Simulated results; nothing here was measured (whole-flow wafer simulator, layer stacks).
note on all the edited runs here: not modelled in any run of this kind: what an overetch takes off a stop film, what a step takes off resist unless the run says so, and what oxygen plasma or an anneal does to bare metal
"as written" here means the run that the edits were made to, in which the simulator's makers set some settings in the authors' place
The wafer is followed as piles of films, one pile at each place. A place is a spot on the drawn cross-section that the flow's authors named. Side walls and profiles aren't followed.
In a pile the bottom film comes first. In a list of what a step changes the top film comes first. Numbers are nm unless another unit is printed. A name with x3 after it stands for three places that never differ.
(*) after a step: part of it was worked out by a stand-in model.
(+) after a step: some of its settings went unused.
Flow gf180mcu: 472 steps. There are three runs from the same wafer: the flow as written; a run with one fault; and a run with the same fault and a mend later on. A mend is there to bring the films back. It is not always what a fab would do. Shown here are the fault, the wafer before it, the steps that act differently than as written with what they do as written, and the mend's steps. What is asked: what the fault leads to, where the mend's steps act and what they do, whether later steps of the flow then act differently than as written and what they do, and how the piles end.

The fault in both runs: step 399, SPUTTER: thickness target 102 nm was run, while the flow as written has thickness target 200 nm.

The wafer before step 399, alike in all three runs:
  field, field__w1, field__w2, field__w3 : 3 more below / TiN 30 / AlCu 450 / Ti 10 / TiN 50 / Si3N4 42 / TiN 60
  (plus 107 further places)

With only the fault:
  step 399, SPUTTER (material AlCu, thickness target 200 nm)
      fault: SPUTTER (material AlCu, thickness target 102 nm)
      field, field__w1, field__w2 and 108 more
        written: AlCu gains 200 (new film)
        fault: AlCu gains 102 (new film)
  Steps further on in the flow that do not act as written (3 more steps, not shown, differ only slightly: by at most 2% or 0.5 nm, whichever is larger):
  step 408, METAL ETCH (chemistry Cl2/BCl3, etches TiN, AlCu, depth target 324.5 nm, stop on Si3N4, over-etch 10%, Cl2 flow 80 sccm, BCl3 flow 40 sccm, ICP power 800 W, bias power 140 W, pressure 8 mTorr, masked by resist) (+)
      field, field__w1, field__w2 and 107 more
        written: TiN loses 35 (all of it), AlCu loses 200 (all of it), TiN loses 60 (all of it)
        fault: TiN loses 35 (all of it), AlCu loses 102 (all of it), TiN loses 60 (all of it)
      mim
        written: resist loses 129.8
        fault: resist loses 86.7
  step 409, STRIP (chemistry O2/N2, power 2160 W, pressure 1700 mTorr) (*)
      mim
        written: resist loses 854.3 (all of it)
        fault: resist loses 897.4 (all of it)
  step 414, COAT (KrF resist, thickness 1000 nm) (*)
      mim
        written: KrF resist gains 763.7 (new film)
        fault: KrF resist gains 839.7 (new film)
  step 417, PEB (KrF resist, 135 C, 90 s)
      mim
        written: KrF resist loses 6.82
        fault: KrF resist loses 8.02
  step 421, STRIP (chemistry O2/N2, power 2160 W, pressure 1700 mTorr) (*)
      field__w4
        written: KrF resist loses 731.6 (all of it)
        fault: KrF resist loses 715.8 (all of it)
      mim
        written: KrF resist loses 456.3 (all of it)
        fault: KrF resist loses 531.1 (all of it)
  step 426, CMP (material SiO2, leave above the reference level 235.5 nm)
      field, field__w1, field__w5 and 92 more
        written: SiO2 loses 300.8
        fault: SiO2 loses 398.8
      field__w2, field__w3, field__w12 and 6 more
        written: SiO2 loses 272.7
        fault: SiO2 loses 370.7
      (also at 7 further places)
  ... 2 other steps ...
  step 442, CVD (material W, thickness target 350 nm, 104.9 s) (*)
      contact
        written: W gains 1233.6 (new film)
        fault: W gains 1134.8 (new film)
  By the end, the piles at field__w4, field__w8, contact, m1, m1__w1, mim, mim_1p0, m1_nw depart from the flow's by more than 2% or 0.5 nm, whichever is larger.
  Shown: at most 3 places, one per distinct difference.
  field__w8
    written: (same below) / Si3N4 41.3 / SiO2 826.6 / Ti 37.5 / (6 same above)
    fault: (same below) / Si3N4 41.3 / SiO2 728.6 / Ti 37.5 / (6 same above)
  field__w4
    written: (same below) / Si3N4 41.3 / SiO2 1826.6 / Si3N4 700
    fault: (same below) / Si3N4 41.3 / SiO2 1728.6 / Si3N4 700
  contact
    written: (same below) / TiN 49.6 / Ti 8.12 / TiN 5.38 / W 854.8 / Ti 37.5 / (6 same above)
    fault: (same below) / TiN 49.6 / Ti 8.59 / TiN 5.69 / W 756 / Ti 37.5 / (6 same above)

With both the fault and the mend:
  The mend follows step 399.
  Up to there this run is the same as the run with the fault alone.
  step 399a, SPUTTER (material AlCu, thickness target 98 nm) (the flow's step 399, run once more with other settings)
      field, field__w1, field__w2 and 108 more
        AlCu gains 98
  None of the later steps of the flow acts differently than as written at any place that is followed.
  The piles end the same as the flow's at every place that both follow.
